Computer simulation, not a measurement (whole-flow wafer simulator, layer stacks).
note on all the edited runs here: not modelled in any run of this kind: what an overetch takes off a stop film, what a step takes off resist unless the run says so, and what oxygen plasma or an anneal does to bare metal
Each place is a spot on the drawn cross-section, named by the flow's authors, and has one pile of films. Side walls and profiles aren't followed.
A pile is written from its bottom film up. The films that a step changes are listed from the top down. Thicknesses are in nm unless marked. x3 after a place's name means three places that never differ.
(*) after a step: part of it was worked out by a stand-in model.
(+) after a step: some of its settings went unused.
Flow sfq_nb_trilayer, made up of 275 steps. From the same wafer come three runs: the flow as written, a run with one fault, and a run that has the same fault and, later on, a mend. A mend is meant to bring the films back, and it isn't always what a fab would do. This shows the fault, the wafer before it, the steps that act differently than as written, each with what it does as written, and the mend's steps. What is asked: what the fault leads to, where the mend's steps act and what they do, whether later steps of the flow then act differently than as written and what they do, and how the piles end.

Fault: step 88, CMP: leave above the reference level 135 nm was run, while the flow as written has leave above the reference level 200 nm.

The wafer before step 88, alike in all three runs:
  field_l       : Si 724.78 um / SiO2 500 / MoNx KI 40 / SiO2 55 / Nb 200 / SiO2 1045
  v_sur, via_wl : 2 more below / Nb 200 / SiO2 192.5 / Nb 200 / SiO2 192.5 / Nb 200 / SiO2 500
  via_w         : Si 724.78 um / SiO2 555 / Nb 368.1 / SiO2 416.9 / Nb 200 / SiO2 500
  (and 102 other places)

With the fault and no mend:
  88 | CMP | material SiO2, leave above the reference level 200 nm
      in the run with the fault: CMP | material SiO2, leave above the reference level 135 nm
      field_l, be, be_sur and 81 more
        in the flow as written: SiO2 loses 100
        in the run with the fault: SiO2 loses 165
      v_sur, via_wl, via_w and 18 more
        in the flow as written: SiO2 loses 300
        in the run with the fault: SiO2 loses 365
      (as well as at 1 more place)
  Steps further on in the flow that do not act as written (4 more steps, not shown, differ only slightly: by at most 2% or 0.5 nm, whichever is larger):
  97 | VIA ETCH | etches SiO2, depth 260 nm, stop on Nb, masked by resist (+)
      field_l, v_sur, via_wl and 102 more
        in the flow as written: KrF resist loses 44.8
        in the run with the fault: KrF resist loses 34.9
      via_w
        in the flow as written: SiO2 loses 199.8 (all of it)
        in the run with the fault: SiO2 loses 134.8 (all of it)
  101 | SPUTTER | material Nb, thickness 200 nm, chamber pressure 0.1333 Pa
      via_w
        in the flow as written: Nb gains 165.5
        in the run with the fault: Nb gains 179.9
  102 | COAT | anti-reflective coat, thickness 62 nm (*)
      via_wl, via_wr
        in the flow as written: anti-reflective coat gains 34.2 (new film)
        in the run with the fault: anti-reflective coat gains 35.8 (new film)
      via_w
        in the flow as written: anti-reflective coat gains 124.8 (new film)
        in the run with the fault: anti-reflective coat gains 109.7 (new film)
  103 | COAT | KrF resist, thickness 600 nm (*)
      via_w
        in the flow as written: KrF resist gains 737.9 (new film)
        in the run with the fault: KrF resist gains 684.2 (new film)
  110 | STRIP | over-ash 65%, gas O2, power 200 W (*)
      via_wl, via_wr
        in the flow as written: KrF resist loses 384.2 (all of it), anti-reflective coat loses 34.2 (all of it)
        in the run with the fault: KrF resist loses 390.7 (all of it), anti-reflective coat loses 35.8 (all of it)
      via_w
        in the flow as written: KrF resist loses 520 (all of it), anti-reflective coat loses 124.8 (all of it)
        in the run with the fault: KrF resist loses 466.3 (all of it), anti-reflective coat loses 109.7 (all of it)
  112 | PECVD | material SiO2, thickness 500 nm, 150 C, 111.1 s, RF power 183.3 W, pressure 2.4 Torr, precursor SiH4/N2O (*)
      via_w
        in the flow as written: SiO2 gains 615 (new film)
        in the run with the fault: SiO2 gains 511.2 (new film)
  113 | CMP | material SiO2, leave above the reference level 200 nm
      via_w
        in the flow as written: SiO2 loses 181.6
        in the run with the fault: SiO2 loses 157.1
  By the end, the piles at field_l, v_sur, via_wl and 102 more depart from the flow's by more than 2% or 0.5 nm, whichever is larger.
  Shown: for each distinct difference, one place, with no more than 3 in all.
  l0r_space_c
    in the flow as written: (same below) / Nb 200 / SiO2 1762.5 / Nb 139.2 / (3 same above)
    in the run with the fault: (same below) / Nb 200 / SiO2 1697.5 / Nb 139.2 / (3 same above)
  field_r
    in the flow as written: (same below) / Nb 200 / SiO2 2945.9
    in the run with the fault: (same below) / Nb 200 / SiO2 2880.9
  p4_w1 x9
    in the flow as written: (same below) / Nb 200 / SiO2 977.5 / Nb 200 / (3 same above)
    in the run with the fault: (same below) / Nb 200 / SiO2 912.5 / Nb 200 / (3 same above)

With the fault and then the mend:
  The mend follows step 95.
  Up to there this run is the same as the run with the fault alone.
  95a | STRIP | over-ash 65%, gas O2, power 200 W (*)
      field_l, v_sur, via_wl and 102 more
        KrF resist loses 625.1 (all of it), anti-reflective coat loses 62 (all of it)
      via_w
        anti-reflective coat loses 62 (all of it)
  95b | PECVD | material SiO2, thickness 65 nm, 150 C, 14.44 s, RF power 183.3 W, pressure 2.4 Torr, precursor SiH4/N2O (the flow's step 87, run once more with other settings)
      field_l, v_sur, via_wl and 103 more
        SiO2 gains 65
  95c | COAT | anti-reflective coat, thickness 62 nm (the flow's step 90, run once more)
      field_l, v_sur, via_wl and 103 more
        anti-reflective coat gains 62 (new film)
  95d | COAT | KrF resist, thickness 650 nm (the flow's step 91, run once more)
      field_l, v_sur, via_wl and 103 more
        KrF resist gains 650 (new film)
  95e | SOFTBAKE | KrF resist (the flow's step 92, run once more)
      does not change any film at any place that is followed
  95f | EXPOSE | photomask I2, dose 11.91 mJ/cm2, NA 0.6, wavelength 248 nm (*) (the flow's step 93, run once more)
      does not change any film at any place that is followed
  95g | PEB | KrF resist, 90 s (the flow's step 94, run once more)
      field_l, v_sur, via_wl and 103 more
        KrF resist loses 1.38
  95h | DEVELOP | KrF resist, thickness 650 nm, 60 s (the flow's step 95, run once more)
      field_l, v_sur, via_wl and 102 more
        KrF resist loses 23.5
      via_w
        KrF resist loses 648.6 (all of it)
  Every later step of the flow that is run acts as written, at every place that is followed, to within 2% or 0.5 nm, whichever is larger.
  At every place that both follow, the piles at the end match the flow's.
